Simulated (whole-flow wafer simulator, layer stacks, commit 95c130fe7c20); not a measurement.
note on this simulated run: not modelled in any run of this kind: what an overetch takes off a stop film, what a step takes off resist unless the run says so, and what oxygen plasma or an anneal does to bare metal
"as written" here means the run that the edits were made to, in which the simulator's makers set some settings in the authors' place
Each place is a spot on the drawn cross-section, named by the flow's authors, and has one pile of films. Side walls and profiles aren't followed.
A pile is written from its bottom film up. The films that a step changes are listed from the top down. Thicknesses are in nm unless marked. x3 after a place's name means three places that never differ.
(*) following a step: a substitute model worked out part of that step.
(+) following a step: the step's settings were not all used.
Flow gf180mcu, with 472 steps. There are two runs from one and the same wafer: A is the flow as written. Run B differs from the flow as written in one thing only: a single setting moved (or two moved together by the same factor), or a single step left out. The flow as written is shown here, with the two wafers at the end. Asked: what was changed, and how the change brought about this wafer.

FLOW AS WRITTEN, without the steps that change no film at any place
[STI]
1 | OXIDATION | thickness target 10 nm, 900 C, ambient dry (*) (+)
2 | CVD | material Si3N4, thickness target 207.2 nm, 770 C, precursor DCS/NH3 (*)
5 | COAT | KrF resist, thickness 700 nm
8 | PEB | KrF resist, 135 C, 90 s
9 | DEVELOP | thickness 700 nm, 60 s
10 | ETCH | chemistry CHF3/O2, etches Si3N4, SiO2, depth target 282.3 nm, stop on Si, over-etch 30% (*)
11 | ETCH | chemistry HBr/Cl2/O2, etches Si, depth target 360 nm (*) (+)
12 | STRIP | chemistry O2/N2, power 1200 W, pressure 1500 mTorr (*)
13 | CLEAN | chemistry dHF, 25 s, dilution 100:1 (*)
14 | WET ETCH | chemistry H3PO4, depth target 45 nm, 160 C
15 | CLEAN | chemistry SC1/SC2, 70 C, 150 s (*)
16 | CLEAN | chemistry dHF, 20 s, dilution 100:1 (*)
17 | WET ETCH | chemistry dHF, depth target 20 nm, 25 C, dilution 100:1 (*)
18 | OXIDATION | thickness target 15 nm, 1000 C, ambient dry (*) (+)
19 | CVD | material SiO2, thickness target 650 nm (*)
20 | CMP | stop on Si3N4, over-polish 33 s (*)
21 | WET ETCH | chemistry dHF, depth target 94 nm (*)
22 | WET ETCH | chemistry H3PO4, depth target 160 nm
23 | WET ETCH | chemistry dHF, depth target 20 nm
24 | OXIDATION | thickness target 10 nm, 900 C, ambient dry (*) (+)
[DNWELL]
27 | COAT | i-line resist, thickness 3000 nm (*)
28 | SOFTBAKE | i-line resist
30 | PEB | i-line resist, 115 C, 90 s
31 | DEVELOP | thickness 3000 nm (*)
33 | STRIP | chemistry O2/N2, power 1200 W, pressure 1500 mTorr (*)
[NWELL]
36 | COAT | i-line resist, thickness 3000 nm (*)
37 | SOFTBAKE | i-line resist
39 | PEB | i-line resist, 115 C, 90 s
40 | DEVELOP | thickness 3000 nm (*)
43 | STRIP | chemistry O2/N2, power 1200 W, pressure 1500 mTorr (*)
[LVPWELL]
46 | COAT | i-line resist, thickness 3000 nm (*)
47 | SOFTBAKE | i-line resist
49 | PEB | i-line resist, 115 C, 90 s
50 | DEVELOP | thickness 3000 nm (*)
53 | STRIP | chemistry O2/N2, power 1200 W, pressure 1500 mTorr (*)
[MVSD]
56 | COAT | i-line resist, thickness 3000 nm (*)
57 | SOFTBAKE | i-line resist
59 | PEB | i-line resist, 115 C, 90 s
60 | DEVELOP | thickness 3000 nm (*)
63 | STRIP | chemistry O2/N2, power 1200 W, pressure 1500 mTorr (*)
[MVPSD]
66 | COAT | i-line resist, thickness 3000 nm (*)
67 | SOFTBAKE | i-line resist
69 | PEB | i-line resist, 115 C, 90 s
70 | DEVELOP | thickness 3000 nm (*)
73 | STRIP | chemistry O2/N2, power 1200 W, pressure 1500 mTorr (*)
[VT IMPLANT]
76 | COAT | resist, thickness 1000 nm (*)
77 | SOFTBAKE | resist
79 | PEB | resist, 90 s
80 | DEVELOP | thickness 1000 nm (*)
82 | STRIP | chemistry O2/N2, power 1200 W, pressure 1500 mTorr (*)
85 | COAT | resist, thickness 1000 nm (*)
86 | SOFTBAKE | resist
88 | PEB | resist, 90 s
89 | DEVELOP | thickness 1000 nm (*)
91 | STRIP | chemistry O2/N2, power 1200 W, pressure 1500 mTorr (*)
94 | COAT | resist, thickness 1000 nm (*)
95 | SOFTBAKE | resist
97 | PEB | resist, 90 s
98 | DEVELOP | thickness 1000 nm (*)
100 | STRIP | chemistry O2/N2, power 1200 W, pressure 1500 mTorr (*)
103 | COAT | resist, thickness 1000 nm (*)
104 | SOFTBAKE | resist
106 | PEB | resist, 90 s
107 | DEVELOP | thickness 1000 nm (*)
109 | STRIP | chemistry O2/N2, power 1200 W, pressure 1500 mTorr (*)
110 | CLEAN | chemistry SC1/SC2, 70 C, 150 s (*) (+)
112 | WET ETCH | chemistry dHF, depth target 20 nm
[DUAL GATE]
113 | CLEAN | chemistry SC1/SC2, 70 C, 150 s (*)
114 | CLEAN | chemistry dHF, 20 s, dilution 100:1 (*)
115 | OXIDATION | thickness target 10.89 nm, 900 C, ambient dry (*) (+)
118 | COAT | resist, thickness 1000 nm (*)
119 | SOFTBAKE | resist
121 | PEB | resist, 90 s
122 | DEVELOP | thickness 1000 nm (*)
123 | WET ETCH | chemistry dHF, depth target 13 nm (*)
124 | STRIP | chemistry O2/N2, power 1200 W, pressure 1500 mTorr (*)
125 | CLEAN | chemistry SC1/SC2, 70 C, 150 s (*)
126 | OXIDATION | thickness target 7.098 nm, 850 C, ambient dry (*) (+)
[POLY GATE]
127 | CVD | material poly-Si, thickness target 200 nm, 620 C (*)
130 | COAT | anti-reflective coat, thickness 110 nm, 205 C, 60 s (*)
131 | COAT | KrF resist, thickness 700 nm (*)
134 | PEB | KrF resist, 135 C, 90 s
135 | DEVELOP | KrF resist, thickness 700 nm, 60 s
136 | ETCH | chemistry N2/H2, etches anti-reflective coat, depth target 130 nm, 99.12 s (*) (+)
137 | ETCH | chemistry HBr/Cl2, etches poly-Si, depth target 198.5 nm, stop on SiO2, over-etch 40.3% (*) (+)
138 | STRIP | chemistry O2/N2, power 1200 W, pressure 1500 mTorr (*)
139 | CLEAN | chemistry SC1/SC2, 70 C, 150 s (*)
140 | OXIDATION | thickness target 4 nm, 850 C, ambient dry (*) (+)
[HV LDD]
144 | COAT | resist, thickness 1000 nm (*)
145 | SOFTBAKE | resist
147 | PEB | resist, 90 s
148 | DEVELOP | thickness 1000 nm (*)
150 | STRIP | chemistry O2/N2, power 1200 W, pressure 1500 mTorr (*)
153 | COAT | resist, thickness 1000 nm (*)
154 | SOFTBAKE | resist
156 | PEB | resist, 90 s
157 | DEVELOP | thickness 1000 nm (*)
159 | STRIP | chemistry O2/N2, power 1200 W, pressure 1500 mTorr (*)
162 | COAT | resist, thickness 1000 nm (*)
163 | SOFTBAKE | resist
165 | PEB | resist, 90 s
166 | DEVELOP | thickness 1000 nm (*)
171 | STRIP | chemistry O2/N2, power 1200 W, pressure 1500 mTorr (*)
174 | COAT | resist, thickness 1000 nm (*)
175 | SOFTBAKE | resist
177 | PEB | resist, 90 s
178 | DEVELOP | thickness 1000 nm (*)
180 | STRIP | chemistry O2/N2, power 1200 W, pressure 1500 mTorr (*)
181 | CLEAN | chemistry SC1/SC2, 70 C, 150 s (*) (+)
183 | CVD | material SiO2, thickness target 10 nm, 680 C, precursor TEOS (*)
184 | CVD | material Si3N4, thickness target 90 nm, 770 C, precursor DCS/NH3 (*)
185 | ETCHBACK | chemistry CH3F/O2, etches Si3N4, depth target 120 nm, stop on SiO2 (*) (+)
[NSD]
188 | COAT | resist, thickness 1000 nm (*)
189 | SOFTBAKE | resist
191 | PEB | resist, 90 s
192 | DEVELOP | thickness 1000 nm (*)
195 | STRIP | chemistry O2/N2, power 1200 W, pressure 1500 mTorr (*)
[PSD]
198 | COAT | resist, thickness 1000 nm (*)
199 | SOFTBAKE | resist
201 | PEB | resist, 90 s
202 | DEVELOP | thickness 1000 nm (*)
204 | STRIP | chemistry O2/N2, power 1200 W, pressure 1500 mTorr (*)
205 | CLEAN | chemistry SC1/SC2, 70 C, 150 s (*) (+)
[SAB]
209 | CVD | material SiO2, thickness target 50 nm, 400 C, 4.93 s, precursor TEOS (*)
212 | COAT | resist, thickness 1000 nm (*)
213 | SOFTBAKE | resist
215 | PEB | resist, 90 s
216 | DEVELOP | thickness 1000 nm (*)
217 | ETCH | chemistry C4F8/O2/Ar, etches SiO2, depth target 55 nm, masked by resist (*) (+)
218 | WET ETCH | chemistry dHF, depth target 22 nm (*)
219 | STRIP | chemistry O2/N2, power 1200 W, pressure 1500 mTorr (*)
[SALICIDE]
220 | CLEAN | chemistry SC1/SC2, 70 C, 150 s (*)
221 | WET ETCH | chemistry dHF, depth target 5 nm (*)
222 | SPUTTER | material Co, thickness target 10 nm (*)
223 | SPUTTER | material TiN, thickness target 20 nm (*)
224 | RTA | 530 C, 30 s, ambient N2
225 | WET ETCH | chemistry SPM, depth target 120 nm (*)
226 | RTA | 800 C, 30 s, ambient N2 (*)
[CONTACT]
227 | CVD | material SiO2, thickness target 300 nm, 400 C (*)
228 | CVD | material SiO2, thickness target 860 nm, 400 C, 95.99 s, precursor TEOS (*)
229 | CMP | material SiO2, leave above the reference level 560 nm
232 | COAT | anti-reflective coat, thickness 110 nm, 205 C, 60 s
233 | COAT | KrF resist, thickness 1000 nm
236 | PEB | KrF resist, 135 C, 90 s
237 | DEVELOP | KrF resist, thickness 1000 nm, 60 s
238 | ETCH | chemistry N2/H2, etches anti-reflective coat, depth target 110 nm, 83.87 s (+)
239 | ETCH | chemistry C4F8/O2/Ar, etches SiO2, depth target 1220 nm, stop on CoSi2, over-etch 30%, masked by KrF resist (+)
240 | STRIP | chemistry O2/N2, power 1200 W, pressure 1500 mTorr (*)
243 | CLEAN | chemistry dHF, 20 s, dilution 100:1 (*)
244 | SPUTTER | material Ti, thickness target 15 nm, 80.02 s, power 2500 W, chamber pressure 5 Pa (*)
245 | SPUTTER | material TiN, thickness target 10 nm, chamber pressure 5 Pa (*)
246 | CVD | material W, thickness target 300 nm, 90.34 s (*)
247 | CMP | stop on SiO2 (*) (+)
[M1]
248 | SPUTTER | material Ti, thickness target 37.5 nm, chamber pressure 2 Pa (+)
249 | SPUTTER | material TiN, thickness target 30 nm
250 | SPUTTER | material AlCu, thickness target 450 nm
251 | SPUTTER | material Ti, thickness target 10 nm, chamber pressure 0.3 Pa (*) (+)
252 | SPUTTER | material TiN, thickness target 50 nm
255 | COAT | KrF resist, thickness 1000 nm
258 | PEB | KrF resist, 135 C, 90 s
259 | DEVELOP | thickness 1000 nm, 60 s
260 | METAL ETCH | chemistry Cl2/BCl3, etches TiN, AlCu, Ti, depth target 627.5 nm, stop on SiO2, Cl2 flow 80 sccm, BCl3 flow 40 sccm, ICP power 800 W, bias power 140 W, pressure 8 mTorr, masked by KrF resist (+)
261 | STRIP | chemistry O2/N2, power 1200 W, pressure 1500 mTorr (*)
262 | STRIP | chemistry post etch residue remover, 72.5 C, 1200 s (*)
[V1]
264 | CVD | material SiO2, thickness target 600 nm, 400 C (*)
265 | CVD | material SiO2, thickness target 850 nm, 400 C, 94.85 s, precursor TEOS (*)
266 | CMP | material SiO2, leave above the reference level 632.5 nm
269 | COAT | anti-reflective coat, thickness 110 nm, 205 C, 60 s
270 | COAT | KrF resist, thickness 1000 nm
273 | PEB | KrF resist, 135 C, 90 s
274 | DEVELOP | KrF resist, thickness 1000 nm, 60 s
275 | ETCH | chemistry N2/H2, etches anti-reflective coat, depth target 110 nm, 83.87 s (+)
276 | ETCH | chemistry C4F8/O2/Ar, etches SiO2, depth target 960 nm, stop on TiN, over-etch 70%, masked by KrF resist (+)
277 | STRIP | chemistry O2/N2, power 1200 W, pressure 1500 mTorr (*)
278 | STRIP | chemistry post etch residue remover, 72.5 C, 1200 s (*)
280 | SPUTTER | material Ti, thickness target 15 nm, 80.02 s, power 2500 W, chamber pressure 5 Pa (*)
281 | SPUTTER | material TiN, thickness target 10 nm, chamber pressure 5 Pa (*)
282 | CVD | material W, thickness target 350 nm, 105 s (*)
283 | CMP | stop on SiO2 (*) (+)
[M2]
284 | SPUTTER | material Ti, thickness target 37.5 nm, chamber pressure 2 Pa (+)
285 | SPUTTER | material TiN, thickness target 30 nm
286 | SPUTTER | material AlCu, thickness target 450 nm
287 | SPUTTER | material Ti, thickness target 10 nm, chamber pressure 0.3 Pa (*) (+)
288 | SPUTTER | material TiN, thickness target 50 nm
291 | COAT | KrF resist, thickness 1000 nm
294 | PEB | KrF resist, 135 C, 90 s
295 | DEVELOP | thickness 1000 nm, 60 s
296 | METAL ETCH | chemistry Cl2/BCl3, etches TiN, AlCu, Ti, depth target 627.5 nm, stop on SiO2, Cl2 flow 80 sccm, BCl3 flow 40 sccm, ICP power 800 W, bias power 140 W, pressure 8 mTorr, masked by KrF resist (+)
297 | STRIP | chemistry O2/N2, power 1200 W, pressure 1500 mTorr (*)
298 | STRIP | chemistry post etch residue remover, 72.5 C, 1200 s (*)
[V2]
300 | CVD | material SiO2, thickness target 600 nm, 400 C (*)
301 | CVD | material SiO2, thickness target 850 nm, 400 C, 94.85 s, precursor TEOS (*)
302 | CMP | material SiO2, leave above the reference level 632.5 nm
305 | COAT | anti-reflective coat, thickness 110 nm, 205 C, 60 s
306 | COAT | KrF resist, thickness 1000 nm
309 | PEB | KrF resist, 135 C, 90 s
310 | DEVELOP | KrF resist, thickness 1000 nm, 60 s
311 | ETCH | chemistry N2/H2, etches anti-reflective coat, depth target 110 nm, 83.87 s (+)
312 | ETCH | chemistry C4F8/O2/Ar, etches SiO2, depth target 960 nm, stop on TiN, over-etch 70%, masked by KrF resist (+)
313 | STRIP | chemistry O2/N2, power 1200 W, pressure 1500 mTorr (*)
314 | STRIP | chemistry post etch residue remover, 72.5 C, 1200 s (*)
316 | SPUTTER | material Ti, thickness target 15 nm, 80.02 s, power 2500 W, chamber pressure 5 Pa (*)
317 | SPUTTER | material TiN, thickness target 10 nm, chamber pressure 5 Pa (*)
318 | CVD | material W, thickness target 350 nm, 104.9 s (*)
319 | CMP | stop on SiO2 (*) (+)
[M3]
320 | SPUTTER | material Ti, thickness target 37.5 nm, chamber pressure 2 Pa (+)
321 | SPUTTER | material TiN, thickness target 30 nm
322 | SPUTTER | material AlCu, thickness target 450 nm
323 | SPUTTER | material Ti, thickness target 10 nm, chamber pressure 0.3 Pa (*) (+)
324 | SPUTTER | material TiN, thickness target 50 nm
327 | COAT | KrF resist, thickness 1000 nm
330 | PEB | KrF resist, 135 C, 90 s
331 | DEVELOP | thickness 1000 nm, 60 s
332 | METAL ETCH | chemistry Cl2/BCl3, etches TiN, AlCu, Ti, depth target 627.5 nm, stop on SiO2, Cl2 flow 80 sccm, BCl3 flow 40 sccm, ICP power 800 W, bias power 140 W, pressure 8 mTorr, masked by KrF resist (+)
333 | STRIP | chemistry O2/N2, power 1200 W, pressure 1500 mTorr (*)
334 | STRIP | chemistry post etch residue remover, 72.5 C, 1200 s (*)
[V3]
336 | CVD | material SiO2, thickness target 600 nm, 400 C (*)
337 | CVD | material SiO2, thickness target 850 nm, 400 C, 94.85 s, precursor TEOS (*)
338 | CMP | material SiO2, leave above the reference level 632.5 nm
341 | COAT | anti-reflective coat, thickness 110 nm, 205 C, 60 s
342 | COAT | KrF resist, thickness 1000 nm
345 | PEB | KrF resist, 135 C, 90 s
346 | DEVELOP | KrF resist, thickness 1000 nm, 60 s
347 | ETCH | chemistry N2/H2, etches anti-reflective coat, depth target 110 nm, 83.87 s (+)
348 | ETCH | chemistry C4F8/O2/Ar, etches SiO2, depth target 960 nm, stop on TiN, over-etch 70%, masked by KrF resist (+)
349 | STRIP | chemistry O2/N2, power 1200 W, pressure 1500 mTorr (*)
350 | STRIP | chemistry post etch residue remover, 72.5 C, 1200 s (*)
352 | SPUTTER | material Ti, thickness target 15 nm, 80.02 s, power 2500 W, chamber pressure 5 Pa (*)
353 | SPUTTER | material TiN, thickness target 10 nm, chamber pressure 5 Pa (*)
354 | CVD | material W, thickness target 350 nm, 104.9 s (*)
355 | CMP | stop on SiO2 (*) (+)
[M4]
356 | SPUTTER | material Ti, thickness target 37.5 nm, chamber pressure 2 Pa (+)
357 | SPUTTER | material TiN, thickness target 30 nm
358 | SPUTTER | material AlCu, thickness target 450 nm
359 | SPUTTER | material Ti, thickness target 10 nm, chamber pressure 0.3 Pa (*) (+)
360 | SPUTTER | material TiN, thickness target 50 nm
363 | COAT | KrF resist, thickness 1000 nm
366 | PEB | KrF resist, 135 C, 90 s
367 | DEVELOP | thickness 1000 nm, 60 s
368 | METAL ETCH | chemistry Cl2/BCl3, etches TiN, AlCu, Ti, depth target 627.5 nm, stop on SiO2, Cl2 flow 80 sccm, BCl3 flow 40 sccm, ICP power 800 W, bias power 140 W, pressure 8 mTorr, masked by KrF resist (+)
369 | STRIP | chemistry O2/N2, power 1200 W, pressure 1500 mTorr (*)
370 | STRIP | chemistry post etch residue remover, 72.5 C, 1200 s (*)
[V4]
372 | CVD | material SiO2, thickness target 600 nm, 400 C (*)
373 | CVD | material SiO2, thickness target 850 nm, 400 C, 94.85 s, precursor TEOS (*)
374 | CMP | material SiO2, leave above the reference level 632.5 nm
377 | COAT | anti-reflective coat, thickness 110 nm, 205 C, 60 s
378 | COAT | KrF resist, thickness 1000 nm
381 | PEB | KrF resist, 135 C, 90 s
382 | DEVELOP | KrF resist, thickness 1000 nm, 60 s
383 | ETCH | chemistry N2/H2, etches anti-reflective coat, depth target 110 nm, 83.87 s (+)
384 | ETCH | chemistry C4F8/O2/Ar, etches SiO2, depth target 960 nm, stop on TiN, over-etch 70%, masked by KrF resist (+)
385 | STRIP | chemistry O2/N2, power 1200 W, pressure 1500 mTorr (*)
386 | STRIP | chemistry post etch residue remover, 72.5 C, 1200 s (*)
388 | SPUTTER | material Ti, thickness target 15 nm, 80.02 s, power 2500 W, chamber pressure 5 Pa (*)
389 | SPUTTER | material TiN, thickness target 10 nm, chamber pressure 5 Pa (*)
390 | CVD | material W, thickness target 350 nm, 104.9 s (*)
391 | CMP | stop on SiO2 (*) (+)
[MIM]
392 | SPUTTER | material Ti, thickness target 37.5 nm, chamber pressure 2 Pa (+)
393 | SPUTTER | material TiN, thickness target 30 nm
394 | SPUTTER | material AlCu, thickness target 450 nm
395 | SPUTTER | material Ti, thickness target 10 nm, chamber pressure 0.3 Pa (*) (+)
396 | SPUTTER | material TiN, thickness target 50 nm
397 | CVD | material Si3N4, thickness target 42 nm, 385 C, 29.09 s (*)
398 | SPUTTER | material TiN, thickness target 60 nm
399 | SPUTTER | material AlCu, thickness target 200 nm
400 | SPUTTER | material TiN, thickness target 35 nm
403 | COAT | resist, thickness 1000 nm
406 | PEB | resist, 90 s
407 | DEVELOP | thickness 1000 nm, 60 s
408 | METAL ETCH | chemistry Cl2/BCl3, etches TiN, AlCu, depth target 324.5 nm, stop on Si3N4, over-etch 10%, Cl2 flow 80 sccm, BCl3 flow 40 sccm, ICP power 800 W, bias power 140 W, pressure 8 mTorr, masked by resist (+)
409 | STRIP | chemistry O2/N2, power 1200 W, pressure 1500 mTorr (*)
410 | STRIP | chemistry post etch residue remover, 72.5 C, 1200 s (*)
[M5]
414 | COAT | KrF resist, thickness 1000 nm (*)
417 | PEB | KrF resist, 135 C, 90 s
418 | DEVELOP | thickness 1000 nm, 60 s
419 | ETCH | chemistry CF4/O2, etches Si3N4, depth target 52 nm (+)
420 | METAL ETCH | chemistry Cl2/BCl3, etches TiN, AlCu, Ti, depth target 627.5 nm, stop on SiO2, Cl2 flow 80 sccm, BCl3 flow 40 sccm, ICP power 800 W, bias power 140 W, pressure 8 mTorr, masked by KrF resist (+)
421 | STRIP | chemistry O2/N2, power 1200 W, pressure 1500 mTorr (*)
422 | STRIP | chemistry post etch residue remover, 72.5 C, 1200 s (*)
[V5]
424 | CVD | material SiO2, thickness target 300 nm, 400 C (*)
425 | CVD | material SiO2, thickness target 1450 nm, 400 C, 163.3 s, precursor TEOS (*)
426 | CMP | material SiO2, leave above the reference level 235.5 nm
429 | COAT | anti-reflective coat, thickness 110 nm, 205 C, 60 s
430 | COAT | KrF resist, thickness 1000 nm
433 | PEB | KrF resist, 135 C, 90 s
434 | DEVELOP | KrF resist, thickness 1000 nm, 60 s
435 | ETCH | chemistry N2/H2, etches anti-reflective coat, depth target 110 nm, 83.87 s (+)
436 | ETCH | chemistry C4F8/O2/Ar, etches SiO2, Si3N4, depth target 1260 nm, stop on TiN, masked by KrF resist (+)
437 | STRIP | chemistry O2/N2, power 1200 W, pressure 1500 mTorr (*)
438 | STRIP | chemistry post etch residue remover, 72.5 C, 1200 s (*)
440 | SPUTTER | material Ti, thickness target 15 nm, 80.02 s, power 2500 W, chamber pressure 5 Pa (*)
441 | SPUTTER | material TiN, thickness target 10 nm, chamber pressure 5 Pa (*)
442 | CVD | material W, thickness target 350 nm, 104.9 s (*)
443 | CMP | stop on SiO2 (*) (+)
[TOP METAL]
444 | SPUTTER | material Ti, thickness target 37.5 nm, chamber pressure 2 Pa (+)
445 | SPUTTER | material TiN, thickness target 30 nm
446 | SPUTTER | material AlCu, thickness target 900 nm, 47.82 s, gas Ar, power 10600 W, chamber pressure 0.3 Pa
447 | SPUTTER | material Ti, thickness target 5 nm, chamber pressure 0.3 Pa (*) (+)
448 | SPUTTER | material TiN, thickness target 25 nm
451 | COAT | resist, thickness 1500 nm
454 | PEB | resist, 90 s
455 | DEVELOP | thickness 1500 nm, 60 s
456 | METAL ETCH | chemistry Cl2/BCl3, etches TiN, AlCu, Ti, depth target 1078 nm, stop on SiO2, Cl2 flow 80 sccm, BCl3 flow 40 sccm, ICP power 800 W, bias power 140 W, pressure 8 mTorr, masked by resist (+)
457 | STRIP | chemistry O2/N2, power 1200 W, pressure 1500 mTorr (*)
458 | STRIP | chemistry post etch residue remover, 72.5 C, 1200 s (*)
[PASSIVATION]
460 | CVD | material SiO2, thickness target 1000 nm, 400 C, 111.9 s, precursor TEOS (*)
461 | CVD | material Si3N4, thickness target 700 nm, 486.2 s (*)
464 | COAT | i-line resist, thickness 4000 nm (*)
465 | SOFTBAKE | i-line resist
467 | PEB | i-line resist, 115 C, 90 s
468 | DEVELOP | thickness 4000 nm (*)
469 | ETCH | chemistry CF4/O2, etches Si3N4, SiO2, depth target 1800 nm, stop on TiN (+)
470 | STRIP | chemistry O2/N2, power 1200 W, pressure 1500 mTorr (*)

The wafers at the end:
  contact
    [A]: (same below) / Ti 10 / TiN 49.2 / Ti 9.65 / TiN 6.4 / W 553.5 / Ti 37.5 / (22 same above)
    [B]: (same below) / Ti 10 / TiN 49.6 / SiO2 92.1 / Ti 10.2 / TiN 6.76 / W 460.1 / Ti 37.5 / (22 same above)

Cause: step 348, ETCH: depth target 480 nm was run, whereas the flow has depth target 960 nm.

The path from the change to this, step by step:
  348 | ETCH | chemistry C4F8/O2/Ar, etches SiO2, depth target 960 nm, stop on TiN, over-etch 70%, masked by KrF resist (+)
      contact: A SiO2 loses 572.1 (all of it) | B SiO2 loses 480
      field, field__w1, field__w2 and 107 more: A KrF resist loses 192 | B KrF resist loses 96
  349 | STRIP | chemistry O2/N2, power 1200 W, pressure 1500 mTorr (*)
      field, field__w1, field__w2 and 107 more: A KrF resist loses 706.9 (all of it), anti-reflective coat loses 110 (all of it) | B KrF resist loses 802.9 (all of it), anti-reflective coat loses 110 (all of it)
  352 | SPUTTER | material Ti, thickness target 15 nm, 80.02 s, power 2500 W, chamber pressure 5 Pa (*)
      contact: A Ti gains 9.65 (new film) | B Ti gains 10.2 (new film)
  354 | CVD | material W, thickness target 350 nm, 104.9 s (*)
      contact: A W gains 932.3 (new film) | B W gains 838.9 (new film)
With metal films that touch counted as one body, contact has 2 bodies (between them, from the top down: SiO2 92.1); the flow as written gives 1 body.
